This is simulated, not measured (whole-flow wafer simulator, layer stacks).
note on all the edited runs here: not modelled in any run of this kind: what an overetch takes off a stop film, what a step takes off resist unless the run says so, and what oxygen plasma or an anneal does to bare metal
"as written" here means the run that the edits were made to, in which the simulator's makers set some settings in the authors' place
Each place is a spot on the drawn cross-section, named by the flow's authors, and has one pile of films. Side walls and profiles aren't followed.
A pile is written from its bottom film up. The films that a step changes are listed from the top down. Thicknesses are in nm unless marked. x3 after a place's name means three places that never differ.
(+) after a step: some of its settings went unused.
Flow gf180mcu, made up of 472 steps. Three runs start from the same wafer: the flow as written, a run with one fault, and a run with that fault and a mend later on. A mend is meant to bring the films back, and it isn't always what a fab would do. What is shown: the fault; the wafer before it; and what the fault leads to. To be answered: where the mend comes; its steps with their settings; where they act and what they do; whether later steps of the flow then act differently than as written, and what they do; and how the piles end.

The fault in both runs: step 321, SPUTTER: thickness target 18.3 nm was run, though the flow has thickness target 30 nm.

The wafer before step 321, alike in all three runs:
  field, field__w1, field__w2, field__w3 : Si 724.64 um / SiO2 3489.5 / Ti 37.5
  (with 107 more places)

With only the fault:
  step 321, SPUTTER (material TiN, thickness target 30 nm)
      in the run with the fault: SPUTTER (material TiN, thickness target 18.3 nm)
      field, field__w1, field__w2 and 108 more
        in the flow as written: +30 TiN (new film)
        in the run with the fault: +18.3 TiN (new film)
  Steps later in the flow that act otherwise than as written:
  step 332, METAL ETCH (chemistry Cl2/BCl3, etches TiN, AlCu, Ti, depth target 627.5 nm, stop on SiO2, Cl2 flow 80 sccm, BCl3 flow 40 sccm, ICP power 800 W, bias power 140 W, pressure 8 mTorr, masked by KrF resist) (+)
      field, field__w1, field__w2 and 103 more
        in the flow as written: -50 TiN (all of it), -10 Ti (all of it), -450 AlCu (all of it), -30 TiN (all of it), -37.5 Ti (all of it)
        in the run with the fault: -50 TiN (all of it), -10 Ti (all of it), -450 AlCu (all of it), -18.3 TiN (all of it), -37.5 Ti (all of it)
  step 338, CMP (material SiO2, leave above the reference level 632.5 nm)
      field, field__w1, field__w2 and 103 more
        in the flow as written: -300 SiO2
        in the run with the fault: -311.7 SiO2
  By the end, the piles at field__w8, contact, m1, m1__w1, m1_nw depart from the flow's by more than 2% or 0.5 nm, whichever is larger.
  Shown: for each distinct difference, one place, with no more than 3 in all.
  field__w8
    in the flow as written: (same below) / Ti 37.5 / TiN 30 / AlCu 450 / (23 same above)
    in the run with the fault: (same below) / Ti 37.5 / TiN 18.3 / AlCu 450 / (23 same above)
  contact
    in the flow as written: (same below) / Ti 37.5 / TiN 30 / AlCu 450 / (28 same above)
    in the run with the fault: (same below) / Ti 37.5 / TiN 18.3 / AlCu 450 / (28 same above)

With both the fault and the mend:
  The mend follows step 321.
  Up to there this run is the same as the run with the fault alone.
  step 321a, SPUTTER (material TiN, thickness target 11.7 nm) (the flow's step 321 again, with other settings)
      field, field__w1, field__w2 and 108 more
        +11.7 TiN
  Every later step of the flow that is run acts as written at every place that is followed.
  By the end, the piles equal the flow's at every place that both follow.
